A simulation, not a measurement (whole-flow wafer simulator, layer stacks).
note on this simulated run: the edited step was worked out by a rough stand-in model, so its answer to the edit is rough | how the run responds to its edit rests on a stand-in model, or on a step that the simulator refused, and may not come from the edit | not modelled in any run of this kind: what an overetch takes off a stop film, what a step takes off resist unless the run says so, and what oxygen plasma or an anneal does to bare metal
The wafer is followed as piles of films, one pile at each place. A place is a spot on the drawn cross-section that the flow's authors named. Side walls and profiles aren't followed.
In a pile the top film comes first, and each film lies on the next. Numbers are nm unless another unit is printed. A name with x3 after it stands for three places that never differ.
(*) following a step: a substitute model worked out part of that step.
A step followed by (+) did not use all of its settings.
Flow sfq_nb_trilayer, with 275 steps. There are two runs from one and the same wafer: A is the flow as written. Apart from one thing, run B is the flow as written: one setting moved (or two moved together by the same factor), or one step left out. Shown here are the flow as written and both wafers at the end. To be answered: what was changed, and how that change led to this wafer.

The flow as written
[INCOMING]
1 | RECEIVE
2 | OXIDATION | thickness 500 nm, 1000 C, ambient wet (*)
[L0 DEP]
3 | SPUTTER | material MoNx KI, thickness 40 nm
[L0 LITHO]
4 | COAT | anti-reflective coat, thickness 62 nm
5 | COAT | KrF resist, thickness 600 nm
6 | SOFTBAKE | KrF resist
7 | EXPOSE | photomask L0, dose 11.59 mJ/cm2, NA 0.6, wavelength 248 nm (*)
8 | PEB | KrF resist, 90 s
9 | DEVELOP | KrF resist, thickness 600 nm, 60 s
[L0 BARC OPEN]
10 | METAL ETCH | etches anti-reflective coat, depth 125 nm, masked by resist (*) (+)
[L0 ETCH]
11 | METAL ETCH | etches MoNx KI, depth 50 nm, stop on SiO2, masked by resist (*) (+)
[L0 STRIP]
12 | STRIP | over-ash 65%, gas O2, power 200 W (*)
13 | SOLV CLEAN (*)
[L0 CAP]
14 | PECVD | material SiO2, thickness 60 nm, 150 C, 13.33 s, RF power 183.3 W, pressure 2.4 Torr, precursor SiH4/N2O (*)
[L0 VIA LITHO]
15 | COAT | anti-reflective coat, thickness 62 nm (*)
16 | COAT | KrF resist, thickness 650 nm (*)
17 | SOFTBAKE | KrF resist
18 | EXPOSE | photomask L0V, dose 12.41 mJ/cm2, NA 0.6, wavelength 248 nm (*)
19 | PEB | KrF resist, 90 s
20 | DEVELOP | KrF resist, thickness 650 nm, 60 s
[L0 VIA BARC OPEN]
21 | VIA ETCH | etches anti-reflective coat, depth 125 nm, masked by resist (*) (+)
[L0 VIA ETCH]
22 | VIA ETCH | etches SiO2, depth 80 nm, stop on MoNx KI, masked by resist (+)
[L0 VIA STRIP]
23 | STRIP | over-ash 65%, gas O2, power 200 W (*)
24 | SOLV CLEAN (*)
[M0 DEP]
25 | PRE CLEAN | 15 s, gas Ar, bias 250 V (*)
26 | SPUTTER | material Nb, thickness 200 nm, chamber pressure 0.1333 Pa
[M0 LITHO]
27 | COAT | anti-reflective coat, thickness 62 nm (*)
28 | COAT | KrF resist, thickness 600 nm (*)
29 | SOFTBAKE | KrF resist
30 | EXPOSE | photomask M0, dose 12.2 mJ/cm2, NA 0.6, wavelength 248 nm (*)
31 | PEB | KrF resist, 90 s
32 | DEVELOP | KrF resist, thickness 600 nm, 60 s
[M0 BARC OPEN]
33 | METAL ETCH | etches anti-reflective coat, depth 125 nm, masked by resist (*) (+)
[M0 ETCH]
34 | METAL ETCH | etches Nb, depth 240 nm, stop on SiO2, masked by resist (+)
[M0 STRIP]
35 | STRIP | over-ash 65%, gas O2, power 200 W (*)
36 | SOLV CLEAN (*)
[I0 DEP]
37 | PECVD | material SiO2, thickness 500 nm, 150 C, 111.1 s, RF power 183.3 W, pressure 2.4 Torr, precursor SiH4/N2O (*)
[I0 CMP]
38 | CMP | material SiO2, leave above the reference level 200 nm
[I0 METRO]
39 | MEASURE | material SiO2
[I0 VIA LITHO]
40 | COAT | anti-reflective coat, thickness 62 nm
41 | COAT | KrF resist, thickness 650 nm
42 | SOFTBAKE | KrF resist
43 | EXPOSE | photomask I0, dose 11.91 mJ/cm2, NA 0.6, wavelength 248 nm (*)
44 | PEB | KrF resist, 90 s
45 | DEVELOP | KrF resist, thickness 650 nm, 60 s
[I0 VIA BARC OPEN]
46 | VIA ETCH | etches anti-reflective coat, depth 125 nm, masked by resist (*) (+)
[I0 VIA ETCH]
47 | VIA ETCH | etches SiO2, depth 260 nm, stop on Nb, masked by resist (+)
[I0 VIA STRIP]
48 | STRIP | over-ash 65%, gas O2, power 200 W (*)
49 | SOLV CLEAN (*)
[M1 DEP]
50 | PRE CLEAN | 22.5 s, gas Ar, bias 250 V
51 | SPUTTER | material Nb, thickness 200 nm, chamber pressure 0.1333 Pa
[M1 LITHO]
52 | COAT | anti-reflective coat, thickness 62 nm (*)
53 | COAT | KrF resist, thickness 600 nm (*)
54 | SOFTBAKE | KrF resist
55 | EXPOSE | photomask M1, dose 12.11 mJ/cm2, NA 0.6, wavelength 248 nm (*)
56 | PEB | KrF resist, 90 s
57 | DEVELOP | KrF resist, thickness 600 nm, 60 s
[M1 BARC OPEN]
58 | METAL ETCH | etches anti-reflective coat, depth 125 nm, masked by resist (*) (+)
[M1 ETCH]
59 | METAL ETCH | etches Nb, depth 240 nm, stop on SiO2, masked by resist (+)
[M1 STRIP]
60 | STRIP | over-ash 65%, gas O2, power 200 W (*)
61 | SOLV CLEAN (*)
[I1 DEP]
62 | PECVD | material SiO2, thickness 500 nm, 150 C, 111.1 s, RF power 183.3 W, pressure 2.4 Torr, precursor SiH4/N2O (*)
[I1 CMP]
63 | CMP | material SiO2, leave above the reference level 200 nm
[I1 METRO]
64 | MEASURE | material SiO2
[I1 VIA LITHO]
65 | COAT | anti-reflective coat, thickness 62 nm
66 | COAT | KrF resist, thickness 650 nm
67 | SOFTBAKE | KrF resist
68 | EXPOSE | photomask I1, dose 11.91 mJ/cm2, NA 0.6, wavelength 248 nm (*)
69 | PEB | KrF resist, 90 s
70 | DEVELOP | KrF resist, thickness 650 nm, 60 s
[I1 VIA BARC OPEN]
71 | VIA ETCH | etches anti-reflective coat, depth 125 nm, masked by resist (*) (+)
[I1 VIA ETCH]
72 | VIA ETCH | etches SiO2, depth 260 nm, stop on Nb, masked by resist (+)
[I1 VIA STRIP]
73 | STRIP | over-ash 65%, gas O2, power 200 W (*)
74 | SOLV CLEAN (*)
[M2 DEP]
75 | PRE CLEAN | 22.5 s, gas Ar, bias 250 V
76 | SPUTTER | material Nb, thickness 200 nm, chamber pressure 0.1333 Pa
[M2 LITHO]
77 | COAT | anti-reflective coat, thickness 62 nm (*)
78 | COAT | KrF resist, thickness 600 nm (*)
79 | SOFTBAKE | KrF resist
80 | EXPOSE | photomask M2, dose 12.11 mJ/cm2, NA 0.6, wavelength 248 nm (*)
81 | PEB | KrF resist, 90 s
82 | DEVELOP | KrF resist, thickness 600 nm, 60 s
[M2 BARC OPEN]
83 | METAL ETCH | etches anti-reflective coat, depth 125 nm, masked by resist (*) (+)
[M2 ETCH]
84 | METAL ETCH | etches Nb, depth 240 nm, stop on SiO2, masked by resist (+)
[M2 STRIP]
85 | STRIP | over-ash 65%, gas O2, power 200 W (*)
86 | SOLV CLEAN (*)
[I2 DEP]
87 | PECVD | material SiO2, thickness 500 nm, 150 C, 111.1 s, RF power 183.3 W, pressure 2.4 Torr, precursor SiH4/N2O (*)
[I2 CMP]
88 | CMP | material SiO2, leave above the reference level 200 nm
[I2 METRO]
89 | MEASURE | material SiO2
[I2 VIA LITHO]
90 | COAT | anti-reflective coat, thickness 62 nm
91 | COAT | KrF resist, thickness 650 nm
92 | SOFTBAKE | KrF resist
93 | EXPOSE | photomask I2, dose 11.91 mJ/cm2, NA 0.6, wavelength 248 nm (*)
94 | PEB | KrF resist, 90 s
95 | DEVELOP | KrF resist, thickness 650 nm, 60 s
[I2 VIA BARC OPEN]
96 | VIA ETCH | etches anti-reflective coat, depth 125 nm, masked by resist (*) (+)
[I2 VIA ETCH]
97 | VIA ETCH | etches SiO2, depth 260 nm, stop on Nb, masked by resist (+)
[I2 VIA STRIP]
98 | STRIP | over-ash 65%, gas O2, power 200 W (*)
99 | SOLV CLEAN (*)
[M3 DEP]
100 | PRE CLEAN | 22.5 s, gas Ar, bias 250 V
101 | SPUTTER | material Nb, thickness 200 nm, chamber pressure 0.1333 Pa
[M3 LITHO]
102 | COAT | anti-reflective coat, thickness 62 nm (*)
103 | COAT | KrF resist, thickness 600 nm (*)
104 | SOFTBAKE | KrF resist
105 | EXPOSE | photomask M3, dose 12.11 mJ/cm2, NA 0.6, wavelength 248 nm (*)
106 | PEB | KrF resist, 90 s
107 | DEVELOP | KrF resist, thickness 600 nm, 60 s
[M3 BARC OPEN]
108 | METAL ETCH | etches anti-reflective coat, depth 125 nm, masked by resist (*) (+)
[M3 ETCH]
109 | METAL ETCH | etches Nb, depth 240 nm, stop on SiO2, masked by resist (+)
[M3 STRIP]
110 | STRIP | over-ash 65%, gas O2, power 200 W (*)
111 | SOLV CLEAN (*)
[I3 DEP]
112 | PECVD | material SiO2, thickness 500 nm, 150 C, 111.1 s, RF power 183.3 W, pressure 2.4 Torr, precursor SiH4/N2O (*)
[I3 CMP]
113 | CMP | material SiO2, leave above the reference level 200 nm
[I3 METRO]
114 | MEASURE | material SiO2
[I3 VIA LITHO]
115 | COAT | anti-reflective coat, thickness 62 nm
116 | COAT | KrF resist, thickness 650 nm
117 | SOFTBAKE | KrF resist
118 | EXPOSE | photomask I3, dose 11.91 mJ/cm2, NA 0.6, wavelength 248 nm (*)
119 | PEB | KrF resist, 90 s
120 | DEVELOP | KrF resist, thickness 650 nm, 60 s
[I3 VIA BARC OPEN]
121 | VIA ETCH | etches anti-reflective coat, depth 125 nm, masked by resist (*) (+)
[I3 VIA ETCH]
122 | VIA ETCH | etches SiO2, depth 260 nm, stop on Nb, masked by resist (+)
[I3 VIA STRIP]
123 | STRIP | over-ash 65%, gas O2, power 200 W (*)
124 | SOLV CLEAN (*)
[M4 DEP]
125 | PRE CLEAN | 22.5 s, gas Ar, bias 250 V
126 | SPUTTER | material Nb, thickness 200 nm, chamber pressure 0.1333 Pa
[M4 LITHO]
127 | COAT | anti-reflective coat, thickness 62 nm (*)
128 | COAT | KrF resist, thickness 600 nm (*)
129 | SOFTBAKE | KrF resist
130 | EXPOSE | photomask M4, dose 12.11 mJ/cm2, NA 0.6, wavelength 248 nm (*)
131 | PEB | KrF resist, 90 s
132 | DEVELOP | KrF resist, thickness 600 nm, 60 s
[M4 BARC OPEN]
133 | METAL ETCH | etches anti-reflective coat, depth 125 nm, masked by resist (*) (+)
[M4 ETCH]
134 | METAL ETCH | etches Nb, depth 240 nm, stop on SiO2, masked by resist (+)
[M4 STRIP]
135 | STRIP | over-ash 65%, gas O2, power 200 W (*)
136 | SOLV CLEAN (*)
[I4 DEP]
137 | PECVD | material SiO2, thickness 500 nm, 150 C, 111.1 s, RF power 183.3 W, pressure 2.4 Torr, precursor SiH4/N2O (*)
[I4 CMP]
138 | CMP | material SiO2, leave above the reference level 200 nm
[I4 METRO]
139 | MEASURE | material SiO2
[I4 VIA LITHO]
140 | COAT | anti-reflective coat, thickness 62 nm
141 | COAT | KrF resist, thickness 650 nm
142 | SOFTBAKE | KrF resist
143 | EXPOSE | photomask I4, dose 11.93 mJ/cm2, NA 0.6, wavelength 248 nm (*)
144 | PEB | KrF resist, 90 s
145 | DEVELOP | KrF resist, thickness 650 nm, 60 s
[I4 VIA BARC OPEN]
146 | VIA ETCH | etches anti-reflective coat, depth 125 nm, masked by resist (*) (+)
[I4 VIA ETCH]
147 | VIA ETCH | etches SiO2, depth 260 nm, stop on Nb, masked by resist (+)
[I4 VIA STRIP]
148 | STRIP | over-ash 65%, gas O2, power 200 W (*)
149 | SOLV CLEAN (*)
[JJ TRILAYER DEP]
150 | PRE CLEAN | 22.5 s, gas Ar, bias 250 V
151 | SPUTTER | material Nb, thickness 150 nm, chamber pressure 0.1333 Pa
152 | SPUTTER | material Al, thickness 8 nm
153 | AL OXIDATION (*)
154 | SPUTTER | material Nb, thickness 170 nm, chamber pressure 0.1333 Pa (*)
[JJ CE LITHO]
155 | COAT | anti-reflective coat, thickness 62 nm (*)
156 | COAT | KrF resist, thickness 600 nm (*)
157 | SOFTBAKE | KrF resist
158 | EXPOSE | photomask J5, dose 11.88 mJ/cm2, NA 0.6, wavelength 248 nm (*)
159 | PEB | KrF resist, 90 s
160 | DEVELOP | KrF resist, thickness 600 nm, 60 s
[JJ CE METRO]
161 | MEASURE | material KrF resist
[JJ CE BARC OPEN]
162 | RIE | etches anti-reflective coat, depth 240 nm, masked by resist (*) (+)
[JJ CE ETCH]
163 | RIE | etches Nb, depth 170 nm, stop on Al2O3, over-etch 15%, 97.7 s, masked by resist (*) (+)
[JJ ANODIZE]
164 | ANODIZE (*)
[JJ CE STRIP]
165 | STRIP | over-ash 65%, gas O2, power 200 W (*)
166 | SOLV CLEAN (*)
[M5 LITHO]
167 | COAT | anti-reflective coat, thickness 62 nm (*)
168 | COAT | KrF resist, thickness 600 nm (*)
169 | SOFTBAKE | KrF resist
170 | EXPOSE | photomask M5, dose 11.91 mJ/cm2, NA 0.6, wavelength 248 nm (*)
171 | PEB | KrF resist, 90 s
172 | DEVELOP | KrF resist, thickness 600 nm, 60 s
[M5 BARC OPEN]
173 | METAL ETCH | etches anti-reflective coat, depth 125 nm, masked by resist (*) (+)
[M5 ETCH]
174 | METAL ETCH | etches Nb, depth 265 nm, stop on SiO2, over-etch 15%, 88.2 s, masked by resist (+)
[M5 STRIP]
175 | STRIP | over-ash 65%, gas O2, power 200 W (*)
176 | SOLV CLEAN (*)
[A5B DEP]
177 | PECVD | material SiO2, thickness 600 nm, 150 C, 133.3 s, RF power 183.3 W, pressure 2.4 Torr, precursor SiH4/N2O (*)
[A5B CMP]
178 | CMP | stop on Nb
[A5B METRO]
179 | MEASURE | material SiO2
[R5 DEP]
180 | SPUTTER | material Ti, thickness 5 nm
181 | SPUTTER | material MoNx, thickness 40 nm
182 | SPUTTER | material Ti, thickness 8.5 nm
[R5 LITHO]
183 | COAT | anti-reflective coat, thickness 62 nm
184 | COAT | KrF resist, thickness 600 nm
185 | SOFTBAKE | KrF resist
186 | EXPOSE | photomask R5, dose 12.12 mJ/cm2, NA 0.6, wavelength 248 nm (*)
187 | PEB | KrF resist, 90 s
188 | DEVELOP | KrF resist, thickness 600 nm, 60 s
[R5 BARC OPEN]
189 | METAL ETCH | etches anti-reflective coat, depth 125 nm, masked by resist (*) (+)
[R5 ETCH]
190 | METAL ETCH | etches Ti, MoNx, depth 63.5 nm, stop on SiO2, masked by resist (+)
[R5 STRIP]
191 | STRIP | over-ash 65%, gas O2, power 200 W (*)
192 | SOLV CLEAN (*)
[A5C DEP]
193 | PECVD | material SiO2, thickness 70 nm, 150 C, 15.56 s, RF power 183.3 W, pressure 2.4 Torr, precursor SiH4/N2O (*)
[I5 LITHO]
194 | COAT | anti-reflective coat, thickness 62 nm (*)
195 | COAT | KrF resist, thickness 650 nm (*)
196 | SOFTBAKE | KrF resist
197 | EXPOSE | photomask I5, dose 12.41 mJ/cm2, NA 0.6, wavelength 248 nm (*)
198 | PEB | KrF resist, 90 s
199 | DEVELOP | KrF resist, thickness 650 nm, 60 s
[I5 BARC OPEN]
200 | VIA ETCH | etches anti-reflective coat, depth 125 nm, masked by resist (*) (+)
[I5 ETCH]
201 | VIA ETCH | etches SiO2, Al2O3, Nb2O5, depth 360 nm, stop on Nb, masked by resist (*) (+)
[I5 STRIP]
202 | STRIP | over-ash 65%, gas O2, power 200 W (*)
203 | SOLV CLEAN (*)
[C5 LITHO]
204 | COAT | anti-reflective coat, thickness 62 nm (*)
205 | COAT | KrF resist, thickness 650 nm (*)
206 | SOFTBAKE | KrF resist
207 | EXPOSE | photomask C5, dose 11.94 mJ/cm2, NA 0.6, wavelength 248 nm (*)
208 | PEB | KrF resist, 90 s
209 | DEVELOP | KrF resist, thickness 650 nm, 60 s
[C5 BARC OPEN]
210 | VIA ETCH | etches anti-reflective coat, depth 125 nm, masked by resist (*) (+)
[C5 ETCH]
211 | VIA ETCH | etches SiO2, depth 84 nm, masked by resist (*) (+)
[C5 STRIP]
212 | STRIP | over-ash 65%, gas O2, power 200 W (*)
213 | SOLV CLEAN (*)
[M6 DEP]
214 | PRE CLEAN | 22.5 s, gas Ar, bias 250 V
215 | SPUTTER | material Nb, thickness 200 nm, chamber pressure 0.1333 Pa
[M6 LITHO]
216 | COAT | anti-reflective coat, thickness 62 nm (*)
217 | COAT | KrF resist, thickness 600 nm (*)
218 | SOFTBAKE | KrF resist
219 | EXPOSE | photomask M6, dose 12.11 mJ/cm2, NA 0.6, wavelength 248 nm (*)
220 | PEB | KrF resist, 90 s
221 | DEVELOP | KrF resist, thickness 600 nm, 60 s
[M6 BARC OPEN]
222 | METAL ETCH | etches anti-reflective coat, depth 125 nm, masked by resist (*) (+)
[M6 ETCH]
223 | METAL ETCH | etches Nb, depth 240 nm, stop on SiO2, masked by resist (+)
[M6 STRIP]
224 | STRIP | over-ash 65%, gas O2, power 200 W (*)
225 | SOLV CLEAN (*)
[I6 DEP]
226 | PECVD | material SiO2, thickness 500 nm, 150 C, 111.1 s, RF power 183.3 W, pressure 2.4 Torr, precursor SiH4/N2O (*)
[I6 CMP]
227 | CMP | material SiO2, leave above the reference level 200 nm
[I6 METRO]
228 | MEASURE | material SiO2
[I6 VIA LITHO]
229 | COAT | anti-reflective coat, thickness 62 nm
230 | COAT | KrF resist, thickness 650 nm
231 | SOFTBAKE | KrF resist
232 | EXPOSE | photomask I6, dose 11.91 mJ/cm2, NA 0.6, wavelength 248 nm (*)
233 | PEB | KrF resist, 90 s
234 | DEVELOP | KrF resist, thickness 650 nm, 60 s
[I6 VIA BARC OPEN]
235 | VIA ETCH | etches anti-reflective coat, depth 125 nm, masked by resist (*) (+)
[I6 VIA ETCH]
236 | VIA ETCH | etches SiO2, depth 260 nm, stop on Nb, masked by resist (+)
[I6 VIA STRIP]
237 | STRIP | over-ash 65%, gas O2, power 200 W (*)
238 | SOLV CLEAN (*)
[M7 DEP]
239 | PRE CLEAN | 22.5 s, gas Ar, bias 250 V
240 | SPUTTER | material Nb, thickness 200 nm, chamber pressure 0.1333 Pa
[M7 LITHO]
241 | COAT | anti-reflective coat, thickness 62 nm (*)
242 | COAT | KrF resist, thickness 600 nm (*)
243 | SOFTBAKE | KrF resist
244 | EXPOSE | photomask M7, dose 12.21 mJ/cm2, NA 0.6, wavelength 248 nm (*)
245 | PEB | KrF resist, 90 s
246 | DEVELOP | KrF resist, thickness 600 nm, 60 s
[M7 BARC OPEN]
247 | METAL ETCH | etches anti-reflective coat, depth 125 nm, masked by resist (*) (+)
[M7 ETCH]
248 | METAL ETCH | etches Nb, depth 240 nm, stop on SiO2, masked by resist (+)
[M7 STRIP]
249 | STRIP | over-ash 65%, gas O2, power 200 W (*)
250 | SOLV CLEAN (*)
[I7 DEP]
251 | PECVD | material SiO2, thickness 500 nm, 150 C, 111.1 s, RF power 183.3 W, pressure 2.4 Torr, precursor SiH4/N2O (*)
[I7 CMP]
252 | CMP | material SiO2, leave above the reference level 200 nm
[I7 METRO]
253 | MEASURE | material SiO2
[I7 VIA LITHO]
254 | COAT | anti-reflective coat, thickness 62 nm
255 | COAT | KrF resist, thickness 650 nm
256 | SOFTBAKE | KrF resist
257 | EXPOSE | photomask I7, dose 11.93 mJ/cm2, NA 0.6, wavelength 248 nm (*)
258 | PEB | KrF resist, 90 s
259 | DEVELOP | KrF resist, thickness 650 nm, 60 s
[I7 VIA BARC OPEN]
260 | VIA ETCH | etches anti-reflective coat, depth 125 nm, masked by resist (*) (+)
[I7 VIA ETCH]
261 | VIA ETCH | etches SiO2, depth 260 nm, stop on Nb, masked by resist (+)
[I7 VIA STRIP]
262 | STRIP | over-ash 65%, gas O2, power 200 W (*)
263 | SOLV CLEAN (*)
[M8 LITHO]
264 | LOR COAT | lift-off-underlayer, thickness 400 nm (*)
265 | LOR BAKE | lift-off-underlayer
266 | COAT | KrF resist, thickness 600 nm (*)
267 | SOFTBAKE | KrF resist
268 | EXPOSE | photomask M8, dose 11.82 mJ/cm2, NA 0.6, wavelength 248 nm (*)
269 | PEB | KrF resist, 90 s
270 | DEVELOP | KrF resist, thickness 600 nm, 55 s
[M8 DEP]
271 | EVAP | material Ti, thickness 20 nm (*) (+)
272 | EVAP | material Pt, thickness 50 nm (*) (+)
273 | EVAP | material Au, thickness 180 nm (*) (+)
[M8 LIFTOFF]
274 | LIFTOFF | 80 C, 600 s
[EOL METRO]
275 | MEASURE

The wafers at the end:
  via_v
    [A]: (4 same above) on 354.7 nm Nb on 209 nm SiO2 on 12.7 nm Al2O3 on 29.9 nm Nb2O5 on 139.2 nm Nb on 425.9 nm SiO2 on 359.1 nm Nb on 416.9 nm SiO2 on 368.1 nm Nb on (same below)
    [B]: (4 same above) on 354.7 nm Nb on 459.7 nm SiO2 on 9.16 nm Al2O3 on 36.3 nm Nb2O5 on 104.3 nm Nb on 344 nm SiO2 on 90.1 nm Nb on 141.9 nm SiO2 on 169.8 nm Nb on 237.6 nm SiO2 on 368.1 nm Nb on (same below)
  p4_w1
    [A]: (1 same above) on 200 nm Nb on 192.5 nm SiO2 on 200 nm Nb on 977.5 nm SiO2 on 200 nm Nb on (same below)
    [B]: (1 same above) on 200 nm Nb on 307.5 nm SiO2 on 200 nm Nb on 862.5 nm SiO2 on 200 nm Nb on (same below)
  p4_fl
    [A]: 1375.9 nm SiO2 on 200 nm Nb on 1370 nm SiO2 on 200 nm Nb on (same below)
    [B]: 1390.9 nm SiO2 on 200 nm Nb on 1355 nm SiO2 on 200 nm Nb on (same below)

The reason: step 87, PECVD: thickness 285 nm was run, whereas the flow has thickness 500 nm; step 87, PECVD: 63.33 s was run, where the flow has 111.1 s.

Step by step, how the change led to this:
  87 | PECVD | material SiO2, thickness 500 nm, 150 C, 111.1 s, RF power 183.3 W, pressure 2.4 Torr, precursor SiH4/N2O (*)
      field_l, be, be_sur and 81 more: A SiO2 gains 500 | B SiO2 gains 285
      v_sur, via_wl, via_w and 18 more: A SiO2 gains 500 (new film) | B SiO2 gains 285 (new film)
      (also at 1 further place)
  88 | CMP | material SiO2, leave above the reference level 200 nm
      field_l, be, be_sur and 81 more: A SiO2 loses 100 | B nothing
      via_v: A SiO2 loses 181.6 | B nothing
      (also at 21 further places)
  90 | COAT | anti-reflective coat, thickness 62 nm
      jj_sur, ce_l, c5j, p3_s3, p3_l4, p3_s4: A anti-reflective coat gains 62 (new film) | B anti-reflective coat gains 63.3 (new film)
      gap, p3_l3, p3_l5: A anti-reflective coat gains 62 (new film) | B anti-reflective coat gains 63.4 (new film)
      (also at 67 further places)
  91 | COAT | KrF resist, thickness 650 nm
      m0r_space_l, m5r_space_l, m5r_space_r, m6r_space_l, m7r_space_l: A KrF resist gains 650 (new film) | B KrF resist gains 664.1 (new film)
      m0r_line_l, m6r_line_l, m7r_line_l: A KrF resist gains 650 (new film) | B KrF resist gains 672.8 (new film)
      (also at 44 further places)
  95 | DEVELOP | KrF resist, thickness 650 nm, 60 s
      via_w: A KrF resist loses 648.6 (all of it) | B KrF resist loses 607.7 (all of it)
  96 | VIA ETCH | etches anti-reflective coat, depth 125 nm, masked by resist (*) (+)
      field_l, v_sur, via_wl and 102 more: A KrF resist loses 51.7 | B KrF resist loses 44
      via_w: A anti-reflective coat loses 62 (all of it), SiO2 loses 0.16 | B anti-reflective coat loses 52.8 (all of it), SiO2 loses 0.13
  98 | STRIP | over-ash 65%, gas O2, power 200 W (*)
      lsp_l, ln_m5, lsp_m: A KrF resist loses 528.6 (all of it), anti-reflective coat loses 62 (all of it) | B KrF resist loses 541.2 (all of it), anti-reflective coat loses 62.7 (all of it)
      p3_s3, p3_l4, p3_s4: A KrF resist loses 528.6 (all of it), anti-reflective coat loses 62 (all of it) | B KrF resist loses 540.1 (all of it), anti-reflective coat loses 63.3 (all of it)
      (also at 94 further places)
  101 | SPUTTER | material Nb, thickness 200 nm, chamber pressure 0.1333 Pa
      via_v: A Nb gains 200 (new film) | B Nb gains 169.8 (new film)
  102 | COAT | anti-reflective coat, thickness 62 nm (*)
      p3_l2, m0r_line_l, m6r_line_l, m7r_line_l: A anti-reflective coat gains 62 (new film) | B anti-reflective coat gains 63.4 (new film)
      wl_f_sr, wl_g_m5, m5r_space_l, m5r_space_r: A anti-reflective coat gains 62 (new film) | B anti-reflective coat gains 68.5 (new film)
      (also at 68 further places)
  103 | COAT | KrF resist, thickness 600 nm (*)
      m0r_line_l, m6r_line_l, m7r_line_l: A KrF resist gains 600 (new film) | B KrF resist gains 620.3 (new film)
      m0r_space_l, m6r_space_l, m7r_space_l: A KrF resist gains 600 (new film) | B KrF resist gains 614.3 (new film)
      (also at 47 further places)
  107 | DEVELOP | KrF resist, thickness 600 nm, 60 s
      m0r_line_l, m6r_line_l, m7r_line_l: A KrF resist loses 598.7 (all of it) | B KrF resist loses 619 (all of it)
      m0r_space_l, m6r_space_l, m7r_space_l: A KrF resist loses 598.7 (all of it) | B KrF resist loses 613.1 (all of it)
      (also at 29 further places)
  108 | METAL ETCH | etches anti-reflective coat, depth 125 nm, masked by resist (*) (+)
      v_sur, via_wl, via_w and 28 more: A KrF resist loses 51.7 | B KrF resist loses 66.6
      wl_f_sr, wl_g_m5, m5r_space_l, m5r_space_r: A anti-reflective coat loses 62 (all of it) | B anti-reflective coat loses 68.5 (all of it)
      (also at 48 further places)
  110 | STRIP | over-ash 65%, gas O2, power 200 W (*)
      v_sur: A KrF resist loses 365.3 (all of it), anti-reflective coat loses 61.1 (all of it) | B KrF resist loses 304 (all of it), anti-reflective coat loses 43.4 (all of it)
      via_wl: A KrF resist loses 384.2 (all of it), anti-reflective coat loses 34.2 (all of it) | B KrF resist loses 316.7 (all of it), anti-reflective coat loses 30.4 (all of it)
      (also at 28 further places)
  112 | PECVD | material SiO2, thickness 500 nm, 150 C, 111.1 s, RF power 183.3 W, pressure 2.4 Torr, precursor SiH4/N2O (*)
      via_v: A SiO2 gains 500 (new film) | B SiO2 gains 566.6 (new film)
  113 | CMP | material SiO2, leave above the reference level 200 nm
      field_l, be, be_sur and 64 more: A SiO2 loses 100 | B nothing
      p4_w1, p4_w2, p4_w3 and 6 more: A SiO2 loses 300 | B SiO2 loses 185
      (also at 9 further places)
  115 | COAT | anti-reflective coat, thickness 62 nm
      m0r_space_l, m0r_space_r, m6r_space_l, m6r_space_r, m7r_space_l, m7r_space_r: A anti-reflective coat gains 62 (new film) | B anti-reflective coat gains 64.2 (new film)
      be, wl_g_sr: A anti-reflective coat gains 62 (new film) | B anti-reflective coat gains 64.1 (new film)
      (also at 25 further places)
  ... 27 other steps ...
  178 | CMP | stop on Nb
      via_v: A SiO2 loses 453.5 | B SiO2 loses 340.8
If metal films that touch count as one body, via_v has 7 bodies (between them, from the top down: SiO2 437.8; SiO2 459.7 / Al2O3 9.16 / Nb2O5 36.3; SiO2 344; SiO2 141.9; SiO2 237.6; SiO2 192.5); the flow as written gives 6 bodies (between them, from the top down: SiO2 437.8; SiO2 209 / Al2O3 12.7 / Nb2O5 29.9; SiO2 425.9; SiO2 416.9; SiO2 192.5).
